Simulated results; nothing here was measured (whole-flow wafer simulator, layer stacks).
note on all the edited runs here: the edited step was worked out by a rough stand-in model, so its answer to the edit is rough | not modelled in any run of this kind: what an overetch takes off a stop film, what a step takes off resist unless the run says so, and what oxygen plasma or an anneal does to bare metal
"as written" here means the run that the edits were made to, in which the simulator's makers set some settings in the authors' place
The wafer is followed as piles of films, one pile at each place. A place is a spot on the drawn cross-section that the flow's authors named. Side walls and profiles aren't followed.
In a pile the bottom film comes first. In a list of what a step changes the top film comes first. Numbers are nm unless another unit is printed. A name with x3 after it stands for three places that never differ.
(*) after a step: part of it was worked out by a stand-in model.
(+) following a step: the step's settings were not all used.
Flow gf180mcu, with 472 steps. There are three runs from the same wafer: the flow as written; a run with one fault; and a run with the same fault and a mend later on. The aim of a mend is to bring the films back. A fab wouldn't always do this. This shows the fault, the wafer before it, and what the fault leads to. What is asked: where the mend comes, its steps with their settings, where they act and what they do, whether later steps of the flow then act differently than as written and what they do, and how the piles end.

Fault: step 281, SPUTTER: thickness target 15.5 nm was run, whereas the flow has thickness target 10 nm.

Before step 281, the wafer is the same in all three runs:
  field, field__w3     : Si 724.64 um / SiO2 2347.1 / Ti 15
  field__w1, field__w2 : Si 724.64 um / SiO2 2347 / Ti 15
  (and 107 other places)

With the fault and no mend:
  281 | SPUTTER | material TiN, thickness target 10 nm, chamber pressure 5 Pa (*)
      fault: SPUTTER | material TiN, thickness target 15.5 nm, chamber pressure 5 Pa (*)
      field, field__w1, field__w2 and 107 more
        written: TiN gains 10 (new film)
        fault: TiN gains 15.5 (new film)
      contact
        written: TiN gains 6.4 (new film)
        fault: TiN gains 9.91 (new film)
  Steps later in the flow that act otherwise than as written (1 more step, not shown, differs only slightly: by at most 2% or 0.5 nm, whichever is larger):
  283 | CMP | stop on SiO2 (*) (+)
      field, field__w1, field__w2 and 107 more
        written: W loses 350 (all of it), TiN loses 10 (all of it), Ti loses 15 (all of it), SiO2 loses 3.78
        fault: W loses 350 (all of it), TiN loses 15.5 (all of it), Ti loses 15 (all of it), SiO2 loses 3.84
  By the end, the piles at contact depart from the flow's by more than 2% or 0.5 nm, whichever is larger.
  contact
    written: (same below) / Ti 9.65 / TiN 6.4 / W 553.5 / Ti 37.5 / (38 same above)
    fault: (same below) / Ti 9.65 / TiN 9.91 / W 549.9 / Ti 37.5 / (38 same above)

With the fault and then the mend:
  After step 281 comes the mend.
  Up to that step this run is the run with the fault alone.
  281a | METAL ETCH | chemistry Cl2/BCl3, etches TiN, AlCu, Ti, depth target 5.5 nm, Cl2 flow 80 sccm, BCl3 flow 40 sccm, ICP power 800 W, bias power 140 W, pressure 8 mTorr (the flow's step 260 again, with other settings)
      field, field__w1, field__w2 and 108 more
        TiN loses 5.5
  None of the later steps of the flow differs from how it acts as written, at any place that is followed, by more than 2% or 0.5 nm, whichever is larger.
  By the end, the piles at contact depart from the flow's by more than 2% or 0.5 nm, whichever is larger.
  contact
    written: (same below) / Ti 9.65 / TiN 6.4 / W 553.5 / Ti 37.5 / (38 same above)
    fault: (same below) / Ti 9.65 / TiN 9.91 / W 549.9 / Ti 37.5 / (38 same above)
    mend: (same below) / Ti 9.65 / TiN 4.41 / W 555.5 / Ti 37.5 / (38 same above)
